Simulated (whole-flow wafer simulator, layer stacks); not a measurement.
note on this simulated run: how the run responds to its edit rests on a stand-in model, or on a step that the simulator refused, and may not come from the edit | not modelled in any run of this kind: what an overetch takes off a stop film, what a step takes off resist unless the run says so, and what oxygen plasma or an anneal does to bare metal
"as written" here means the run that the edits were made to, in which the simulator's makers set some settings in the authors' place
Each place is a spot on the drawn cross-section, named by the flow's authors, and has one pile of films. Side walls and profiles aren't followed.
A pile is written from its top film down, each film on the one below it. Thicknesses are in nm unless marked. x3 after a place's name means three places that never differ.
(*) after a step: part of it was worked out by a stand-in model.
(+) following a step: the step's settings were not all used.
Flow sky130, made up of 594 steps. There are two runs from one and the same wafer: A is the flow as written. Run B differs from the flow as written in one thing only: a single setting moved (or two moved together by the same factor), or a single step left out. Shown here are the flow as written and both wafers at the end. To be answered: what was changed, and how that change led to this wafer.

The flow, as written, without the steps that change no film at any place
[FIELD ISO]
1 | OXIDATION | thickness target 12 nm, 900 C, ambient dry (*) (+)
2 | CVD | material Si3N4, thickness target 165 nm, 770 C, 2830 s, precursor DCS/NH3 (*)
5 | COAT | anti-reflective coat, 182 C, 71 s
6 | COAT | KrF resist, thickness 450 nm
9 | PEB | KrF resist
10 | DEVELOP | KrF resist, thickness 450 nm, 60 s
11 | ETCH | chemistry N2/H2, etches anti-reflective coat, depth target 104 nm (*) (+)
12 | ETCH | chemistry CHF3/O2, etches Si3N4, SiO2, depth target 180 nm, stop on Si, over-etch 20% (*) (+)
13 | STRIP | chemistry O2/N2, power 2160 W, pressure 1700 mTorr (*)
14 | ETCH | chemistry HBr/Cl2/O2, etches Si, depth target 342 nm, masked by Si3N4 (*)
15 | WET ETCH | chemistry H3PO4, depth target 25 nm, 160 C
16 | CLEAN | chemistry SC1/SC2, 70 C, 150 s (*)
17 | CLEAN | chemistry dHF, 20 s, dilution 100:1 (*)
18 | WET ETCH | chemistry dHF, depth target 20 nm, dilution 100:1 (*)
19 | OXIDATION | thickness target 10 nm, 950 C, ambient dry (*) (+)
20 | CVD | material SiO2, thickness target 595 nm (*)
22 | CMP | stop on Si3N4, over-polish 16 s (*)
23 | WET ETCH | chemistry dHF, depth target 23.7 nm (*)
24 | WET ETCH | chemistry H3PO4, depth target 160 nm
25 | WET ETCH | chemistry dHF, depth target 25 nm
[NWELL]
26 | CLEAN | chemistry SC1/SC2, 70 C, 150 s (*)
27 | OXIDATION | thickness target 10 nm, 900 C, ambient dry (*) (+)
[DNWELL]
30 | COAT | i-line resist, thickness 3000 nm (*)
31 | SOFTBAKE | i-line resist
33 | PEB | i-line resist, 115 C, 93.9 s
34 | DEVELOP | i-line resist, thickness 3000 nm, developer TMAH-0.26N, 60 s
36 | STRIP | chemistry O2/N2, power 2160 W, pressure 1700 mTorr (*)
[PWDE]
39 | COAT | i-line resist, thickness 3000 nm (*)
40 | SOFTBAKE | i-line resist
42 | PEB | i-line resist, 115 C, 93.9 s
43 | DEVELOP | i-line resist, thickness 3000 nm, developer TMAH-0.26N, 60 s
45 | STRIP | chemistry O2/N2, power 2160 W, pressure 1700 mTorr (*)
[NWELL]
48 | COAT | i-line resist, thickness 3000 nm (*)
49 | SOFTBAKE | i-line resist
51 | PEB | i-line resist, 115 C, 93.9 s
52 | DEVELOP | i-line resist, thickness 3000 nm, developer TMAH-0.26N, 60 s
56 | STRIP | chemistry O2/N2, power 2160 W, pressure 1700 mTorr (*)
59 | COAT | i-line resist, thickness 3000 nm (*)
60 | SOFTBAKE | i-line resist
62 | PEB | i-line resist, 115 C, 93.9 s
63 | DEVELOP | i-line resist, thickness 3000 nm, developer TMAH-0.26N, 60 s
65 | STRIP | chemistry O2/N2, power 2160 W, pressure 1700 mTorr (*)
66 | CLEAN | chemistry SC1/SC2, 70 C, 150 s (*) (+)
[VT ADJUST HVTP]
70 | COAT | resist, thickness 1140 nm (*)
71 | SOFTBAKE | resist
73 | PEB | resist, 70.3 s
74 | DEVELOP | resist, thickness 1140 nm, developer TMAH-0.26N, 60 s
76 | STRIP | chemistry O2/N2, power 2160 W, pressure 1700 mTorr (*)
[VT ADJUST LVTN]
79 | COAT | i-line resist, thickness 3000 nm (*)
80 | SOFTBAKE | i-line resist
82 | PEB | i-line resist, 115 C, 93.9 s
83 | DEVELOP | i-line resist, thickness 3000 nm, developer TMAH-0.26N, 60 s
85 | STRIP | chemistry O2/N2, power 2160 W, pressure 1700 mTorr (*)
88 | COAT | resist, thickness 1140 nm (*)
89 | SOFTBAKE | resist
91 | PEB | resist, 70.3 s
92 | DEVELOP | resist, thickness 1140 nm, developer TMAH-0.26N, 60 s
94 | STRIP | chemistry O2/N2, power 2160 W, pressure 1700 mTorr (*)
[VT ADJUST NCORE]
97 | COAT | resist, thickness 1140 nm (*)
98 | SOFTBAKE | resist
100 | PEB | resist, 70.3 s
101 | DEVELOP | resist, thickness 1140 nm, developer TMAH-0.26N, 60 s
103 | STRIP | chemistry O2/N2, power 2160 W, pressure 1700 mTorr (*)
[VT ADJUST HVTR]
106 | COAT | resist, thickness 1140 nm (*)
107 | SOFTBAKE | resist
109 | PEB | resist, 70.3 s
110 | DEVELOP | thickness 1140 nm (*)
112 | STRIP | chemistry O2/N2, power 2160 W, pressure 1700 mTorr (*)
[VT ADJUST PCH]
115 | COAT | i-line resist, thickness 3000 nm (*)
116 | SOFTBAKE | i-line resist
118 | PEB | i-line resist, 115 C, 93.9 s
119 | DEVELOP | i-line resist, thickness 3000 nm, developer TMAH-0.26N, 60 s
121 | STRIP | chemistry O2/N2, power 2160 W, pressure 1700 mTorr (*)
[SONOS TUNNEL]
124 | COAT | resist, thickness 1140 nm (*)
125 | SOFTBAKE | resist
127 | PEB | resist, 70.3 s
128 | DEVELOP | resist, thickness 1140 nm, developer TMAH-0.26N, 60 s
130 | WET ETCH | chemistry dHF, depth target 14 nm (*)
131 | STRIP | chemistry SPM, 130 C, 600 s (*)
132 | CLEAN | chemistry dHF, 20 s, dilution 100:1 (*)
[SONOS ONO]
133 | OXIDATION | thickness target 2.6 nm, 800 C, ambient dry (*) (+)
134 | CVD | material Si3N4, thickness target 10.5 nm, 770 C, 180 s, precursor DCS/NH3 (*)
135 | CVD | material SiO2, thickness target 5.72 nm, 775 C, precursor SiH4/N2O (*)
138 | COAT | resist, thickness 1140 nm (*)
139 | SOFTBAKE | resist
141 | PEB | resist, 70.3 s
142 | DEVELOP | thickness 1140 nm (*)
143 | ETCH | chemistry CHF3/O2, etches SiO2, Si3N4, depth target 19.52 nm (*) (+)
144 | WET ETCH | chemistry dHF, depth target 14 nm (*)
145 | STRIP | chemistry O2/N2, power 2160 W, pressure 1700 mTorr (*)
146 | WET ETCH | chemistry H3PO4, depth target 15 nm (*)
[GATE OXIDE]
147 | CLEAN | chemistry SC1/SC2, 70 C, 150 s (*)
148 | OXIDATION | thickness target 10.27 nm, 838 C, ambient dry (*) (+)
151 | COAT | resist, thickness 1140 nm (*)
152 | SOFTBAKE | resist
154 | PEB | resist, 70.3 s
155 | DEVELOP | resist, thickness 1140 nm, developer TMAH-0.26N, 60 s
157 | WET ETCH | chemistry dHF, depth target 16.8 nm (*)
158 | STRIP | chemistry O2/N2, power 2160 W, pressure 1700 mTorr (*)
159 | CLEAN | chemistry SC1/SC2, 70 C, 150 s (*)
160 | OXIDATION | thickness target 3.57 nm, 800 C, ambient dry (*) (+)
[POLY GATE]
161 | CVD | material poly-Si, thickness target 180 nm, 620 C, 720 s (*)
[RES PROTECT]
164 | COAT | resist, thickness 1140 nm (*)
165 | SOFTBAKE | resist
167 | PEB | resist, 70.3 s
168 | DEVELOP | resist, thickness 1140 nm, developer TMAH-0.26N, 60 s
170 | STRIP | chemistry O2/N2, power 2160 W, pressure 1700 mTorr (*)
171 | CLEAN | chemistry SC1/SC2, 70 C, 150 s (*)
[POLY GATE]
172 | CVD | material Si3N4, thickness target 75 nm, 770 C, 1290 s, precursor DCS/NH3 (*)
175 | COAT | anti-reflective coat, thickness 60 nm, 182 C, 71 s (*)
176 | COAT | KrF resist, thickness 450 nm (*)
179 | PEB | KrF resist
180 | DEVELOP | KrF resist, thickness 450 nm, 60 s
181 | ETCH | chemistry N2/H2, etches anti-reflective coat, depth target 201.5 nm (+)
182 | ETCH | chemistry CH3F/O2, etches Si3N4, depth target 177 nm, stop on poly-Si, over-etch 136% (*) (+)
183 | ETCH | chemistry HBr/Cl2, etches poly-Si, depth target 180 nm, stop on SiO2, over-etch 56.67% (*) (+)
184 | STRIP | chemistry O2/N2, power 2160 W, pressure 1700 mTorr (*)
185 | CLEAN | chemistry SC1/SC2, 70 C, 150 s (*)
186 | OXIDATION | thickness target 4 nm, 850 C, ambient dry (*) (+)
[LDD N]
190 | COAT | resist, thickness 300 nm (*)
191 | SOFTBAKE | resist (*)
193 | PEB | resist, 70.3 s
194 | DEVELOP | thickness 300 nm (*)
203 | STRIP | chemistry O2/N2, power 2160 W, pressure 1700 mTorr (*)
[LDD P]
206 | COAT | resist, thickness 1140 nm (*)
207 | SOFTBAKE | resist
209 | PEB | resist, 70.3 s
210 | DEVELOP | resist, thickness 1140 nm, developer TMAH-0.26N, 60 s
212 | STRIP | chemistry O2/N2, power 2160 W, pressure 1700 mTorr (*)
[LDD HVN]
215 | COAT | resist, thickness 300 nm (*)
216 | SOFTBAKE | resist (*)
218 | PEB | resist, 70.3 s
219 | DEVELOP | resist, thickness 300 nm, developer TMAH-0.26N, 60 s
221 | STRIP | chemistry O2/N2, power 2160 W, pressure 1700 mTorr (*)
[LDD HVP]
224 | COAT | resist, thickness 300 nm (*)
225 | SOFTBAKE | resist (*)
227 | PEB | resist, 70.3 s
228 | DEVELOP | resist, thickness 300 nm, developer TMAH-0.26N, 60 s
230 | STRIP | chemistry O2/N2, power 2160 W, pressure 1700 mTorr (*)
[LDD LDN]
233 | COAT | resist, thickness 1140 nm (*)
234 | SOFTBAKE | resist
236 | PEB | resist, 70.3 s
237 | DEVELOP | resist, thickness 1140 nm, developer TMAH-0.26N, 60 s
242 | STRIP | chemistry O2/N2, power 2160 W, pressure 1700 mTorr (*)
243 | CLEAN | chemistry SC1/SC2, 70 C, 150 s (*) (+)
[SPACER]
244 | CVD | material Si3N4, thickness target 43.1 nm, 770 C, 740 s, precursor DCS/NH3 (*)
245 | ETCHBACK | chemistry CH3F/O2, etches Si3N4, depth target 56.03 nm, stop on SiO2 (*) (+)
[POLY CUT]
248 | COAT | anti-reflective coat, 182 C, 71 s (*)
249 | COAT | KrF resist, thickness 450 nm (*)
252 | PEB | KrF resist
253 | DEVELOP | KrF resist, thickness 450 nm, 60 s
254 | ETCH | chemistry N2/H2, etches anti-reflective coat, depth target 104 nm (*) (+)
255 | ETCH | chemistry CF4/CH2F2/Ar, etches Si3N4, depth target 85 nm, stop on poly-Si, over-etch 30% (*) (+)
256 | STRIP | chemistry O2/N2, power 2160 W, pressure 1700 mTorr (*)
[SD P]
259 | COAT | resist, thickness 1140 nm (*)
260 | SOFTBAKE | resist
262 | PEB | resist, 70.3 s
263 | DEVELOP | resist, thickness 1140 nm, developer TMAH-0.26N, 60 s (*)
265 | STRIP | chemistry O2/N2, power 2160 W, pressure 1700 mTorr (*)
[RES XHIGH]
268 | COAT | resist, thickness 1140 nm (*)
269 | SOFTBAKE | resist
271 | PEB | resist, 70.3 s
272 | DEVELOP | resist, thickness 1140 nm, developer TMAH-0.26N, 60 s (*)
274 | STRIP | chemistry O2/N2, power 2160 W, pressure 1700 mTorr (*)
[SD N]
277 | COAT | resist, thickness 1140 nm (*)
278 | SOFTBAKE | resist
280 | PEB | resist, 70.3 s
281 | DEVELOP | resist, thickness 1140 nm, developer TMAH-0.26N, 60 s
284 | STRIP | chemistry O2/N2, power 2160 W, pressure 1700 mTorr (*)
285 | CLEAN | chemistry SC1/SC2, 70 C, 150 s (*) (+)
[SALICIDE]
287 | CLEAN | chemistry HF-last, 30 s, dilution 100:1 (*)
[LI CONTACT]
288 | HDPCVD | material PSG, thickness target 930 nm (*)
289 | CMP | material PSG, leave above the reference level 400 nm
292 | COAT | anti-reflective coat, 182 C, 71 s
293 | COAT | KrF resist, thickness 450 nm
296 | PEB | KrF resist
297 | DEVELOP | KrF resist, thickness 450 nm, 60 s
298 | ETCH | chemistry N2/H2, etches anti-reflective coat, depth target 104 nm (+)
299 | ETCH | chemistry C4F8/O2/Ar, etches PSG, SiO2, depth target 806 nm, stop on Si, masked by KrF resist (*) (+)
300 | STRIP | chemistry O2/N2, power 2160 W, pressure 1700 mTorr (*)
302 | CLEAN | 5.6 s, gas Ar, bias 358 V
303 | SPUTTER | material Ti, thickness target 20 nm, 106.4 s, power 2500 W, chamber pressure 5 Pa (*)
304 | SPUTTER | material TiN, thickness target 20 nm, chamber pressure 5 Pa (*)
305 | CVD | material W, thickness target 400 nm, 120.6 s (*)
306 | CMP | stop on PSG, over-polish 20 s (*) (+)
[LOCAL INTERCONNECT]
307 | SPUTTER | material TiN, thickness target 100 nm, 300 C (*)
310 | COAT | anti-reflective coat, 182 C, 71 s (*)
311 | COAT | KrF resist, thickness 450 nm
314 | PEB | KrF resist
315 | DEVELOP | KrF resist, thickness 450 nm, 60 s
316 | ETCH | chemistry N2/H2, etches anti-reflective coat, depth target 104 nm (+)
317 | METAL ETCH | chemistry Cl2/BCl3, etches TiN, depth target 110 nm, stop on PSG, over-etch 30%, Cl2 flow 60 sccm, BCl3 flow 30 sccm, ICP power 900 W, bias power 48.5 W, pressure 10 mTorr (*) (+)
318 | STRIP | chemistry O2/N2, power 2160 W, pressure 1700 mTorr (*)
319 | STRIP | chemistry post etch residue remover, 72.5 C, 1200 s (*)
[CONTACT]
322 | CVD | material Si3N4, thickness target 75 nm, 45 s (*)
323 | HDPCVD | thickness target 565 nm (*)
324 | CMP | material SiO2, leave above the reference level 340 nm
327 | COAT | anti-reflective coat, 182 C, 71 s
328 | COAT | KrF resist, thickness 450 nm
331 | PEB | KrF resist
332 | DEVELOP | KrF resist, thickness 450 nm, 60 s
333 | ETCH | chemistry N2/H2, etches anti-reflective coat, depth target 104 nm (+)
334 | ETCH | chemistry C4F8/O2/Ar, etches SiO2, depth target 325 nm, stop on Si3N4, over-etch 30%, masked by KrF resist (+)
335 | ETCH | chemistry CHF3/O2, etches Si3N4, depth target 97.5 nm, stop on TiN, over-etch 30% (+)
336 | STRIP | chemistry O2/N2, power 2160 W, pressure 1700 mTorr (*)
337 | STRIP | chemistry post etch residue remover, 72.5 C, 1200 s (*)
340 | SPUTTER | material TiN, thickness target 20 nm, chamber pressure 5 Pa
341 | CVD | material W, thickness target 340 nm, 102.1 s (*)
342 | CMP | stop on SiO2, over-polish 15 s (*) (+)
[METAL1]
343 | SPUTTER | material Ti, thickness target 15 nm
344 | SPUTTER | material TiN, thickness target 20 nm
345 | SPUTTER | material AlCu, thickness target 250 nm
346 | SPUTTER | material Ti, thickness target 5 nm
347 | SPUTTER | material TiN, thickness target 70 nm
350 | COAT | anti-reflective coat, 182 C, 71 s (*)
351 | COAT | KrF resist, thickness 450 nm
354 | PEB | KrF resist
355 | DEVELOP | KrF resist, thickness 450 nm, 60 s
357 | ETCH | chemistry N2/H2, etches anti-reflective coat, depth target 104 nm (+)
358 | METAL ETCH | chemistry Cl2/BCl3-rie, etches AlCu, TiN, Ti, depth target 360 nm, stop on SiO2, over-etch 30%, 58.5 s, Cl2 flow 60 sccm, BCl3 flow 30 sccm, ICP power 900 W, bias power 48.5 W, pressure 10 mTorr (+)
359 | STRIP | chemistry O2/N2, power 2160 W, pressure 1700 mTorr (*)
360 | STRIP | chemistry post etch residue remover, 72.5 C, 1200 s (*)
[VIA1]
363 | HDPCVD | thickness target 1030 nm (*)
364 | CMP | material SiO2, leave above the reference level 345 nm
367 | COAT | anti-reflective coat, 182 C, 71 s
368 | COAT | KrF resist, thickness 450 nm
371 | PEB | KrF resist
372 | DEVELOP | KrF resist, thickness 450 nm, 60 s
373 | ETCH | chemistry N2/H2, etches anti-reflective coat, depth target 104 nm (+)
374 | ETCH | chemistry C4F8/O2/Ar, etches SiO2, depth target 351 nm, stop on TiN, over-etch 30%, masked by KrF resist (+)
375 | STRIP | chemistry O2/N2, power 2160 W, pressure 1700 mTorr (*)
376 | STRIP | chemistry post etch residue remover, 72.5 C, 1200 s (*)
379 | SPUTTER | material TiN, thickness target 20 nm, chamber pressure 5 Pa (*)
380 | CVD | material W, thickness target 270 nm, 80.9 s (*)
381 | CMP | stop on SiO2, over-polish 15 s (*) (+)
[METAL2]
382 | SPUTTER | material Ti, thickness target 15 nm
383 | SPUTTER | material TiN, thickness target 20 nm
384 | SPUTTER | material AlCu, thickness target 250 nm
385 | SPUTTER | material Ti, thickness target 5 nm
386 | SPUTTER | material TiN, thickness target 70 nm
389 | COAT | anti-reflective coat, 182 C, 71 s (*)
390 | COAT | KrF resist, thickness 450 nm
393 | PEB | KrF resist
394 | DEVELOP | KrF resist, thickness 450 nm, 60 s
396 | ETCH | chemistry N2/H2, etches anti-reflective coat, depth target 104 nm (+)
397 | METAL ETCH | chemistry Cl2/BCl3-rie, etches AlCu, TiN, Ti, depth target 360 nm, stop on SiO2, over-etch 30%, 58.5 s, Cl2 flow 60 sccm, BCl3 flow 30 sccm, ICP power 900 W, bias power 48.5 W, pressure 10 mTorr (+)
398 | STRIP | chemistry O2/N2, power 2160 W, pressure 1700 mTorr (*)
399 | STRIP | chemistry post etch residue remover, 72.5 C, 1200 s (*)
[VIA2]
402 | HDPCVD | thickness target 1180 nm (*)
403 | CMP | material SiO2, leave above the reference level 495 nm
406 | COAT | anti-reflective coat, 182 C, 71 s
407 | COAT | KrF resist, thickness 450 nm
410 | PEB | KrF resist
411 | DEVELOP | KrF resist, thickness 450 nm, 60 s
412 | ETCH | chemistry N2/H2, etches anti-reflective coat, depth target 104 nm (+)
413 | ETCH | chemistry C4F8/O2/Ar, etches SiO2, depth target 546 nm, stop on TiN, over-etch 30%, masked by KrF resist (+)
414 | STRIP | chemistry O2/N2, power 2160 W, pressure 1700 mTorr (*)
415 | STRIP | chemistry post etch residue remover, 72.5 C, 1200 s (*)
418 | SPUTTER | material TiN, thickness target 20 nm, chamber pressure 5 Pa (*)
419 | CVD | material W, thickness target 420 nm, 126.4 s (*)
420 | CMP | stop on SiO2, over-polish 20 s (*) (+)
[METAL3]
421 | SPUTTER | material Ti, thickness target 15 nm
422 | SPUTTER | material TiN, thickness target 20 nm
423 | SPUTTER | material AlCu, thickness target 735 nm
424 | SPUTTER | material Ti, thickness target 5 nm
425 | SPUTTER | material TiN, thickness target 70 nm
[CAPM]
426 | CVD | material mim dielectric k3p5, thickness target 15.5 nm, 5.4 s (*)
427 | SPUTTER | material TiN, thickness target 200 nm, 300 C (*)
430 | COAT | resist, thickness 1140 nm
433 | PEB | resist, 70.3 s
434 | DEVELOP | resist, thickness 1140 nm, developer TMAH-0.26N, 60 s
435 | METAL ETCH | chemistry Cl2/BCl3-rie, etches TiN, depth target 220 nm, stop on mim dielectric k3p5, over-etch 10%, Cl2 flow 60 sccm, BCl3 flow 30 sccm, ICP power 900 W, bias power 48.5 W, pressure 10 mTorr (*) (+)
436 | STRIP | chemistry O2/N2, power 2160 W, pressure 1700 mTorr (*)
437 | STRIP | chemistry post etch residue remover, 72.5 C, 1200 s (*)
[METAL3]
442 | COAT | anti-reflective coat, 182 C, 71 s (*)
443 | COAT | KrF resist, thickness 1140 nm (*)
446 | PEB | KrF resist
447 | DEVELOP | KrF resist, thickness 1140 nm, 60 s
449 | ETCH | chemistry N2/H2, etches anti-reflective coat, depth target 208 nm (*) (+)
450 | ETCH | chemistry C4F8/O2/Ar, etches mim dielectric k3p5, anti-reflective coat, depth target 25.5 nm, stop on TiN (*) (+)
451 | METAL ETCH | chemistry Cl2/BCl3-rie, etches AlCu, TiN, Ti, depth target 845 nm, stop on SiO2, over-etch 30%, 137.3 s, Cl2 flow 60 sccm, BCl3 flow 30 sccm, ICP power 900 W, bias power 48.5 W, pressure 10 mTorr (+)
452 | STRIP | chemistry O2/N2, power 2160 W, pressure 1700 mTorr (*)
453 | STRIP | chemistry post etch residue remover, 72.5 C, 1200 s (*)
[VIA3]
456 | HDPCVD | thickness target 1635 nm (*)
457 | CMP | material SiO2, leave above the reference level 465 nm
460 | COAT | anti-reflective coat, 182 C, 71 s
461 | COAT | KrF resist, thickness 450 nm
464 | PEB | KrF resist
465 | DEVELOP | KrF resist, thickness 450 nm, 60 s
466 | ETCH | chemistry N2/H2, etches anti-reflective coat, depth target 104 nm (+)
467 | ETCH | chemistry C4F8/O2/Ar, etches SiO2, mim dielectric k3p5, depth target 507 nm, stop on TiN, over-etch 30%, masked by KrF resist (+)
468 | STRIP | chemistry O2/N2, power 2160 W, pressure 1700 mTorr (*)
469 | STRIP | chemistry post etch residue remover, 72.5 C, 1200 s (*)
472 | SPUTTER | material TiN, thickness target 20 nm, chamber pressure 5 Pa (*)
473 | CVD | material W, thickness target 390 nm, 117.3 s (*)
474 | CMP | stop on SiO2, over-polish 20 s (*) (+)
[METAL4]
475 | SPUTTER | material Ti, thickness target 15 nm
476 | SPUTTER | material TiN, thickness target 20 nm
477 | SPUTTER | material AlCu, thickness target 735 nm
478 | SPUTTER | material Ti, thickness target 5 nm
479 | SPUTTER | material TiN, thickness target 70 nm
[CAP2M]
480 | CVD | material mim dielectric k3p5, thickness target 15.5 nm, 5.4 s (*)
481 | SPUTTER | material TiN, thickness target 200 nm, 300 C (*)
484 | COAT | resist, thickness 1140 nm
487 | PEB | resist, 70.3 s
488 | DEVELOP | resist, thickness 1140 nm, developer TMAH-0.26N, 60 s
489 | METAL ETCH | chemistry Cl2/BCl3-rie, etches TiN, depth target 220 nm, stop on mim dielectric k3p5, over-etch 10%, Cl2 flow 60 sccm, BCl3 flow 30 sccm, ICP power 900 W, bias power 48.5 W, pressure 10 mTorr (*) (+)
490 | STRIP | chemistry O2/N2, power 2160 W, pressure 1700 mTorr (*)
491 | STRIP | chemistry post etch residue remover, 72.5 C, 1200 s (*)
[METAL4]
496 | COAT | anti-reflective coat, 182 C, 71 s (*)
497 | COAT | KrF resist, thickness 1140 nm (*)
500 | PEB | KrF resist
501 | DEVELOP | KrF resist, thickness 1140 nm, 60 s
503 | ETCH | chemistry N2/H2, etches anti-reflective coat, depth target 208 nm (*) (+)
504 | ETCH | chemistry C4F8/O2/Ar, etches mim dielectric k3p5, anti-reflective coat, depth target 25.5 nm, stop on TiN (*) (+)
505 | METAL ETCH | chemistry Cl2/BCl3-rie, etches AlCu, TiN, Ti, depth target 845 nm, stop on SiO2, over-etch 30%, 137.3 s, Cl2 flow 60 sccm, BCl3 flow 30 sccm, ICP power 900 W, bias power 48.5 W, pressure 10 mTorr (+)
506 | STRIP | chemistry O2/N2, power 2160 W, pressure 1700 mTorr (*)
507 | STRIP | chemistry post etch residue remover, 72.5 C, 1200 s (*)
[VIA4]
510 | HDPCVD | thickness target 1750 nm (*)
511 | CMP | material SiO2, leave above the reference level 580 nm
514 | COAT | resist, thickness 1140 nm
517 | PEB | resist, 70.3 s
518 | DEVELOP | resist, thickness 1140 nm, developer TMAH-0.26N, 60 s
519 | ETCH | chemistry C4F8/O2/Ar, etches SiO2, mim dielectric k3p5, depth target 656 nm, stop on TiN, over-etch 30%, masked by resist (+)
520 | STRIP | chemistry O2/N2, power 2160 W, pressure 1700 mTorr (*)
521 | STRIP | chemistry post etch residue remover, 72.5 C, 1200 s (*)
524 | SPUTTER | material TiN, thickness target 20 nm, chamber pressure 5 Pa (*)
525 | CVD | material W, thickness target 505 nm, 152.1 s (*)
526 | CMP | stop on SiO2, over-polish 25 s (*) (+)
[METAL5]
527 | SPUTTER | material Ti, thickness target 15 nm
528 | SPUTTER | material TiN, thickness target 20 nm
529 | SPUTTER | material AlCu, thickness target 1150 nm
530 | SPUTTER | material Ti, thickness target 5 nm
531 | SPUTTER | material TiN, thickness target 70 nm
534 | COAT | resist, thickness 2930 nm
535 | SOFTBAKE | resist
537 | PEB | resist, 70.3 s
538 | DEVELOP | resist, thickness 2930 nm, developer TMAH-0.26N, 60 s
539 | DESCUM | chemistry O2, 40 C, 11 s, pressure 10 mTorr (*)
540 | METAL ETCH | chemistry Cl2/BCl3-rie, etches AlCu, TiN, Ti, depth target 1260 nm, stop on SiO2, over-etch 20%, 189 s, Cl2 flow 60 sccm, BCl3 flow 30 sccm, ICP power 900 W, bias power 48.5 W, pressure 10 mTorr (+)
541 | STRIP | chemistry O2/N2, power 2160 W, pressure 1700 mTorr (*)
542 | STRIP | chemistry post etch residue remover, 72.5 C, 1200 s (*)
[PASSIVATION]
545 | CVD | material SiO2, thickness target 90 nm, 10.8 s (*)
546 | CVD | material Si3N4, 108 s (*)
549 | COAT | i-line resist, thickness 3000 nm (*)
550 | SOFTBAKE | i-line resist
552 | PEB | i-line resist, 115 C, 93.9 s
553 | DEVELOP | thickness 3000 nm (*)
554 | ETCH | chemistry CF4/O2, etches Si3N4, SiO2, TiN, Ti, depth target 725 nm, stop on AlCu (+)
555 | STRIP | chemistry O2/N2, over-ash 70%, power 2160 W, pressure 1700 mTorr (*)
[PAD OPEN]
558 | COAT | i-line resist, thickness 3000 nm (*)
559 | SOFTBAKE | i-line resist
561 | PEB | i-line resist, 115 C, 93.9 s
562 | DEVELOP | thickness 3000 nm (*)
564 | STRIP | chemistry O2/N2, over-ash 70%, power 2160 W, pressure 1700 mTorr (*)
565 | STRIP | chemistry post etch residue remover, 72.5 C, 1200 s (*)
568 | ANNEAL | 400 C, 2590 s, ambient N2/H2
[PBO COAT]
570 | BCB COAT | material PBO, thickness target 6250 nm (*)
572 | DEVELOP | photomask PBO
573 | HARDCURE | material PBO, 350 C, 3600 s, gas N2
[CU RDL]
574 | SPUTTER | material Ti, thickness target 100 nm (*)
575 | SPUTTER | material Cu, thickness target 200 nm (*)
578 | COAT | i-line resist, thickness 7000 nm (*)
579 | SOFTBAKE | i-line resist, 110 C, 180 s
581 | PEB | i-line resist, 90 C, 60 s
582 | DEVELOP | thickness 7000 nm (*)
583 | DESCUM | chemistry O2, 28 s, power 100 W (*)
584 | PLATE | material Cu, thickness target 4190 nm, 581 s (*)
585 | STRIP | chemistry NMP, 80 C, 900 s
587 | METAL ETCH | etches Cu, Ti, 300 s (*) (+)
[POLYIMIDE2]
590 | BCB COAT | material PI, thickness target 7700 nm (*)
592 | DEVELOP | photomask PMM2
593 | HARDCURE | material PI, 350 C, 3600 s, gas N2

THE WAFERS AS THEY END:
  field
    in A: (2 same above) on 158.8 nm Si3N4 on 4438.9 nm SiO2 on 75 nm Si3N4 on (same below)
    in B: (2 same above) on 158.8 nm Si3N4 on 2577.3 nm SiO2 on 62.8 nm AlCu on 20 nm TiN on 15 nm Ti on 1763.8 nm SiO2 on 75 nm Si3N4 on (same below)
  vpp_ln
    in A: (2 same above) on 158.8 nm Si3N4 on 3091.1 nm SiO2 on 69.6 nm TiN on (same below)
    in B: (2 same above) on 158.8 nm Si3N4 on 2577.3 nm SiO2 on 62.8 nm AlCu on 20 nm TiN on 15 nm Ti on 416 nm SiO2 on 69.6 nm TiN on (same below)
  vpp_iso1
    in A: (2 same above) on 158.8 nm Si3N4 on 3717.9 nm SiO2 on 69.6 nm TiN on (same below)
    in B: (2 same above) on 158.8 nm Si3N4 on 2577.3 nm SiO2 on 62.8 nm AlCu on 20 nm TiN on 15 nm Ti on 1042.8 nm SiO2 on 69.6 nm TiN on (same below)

Cause: step 451, METAL ETCH: depth target 570.4 nm was run, though the flow has depth target 845 nm; step 451, METAL ETCH: 92.7 s was run, where the flow has 137.3 s.

The path from the change to this, step by step:
  451 | METAL ETCH | chemistry Cl2/BCl3-rie, etches AlCu, TiN, Ti, depth target 845 nm, stop on SiO2, over-etch 30%, 137.3 s, Cl2 flow 60 sccm, BCl3 flow 30 sccm, ICP power 900 W, bias power 48.5 W, pressure 10 mTorr (+)
      field, gate, spacer and 68 more: A -70 TiN (all of it), -5 Ti (all of it), -735 AlCu (all of it), -20 TiN (all of it), -15 Ti (all of it), -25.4 SiO2 | B -70 TiN (all of it), -5 Ti (all of it), -666.5 AlCu
      active, vpp_ln, vpp_iso2 and 11 more: A -70 TiN (all of it), -5 Ti (all of it), -735 AlCu (all of it), -20 TiN (all of it), -15 Ti (all of it), -25.3 SiO2 | B -70 TiN (all of it), -5 Ti (all of it), -666.5 AlCu
      (also at 107 further places)
  452 | STRIP | chemistry O2/N2, power 2160 W, pressure 1700 mTorr (*)
      n_well, p_well, gate_hv and 82 more: A -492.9 KrF resist (all of it), -80 anti-reflective coat (all of it) | B -671.4 KrF resist (all of it), -80 anti-reflective coat (all of it)
      m1, via2_hole: A -493 KrF resist (all of it), -80.5 anti-reflective coat (all of it) | B -671.5 KrF resist (all of it), -80.5 anti-reflective coat (all of it)
      (also at 20 further places)
  453 | STRIP | chemistry post etch residue remover, 72.5 C, 1200 s (*)
      field, active, gate and 82 more: A nothing | B -5.72 AlCu
  456 | HDPCVD | thickness target 1635 nm (*)
      field, active, gate and 82 more: A +1635 SiO2 | B +1635 SiO2 (new film)
  457 | CMP | material SiO2, leave above the reference level 465 nm
      field, active, gate and 82 more: A -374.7 SiO2 | B -497.8 SiO2
If metal films that touch count as one body, field has 1 body; the flow as written gives 0 bodies.
If metal films that touch count as one body, vpp_ln has 3 bodies (between them, from the top down: SiO2 416; SiO2 267.2); the flow as written gives 2 bodies (between them, from the top down: SiO2 267.2).
If metal films that touch count as one body, vpp_iso1 has 2 bodies (between them, from the top down: SiO2 1042.8); the flow as written gives 1 body.
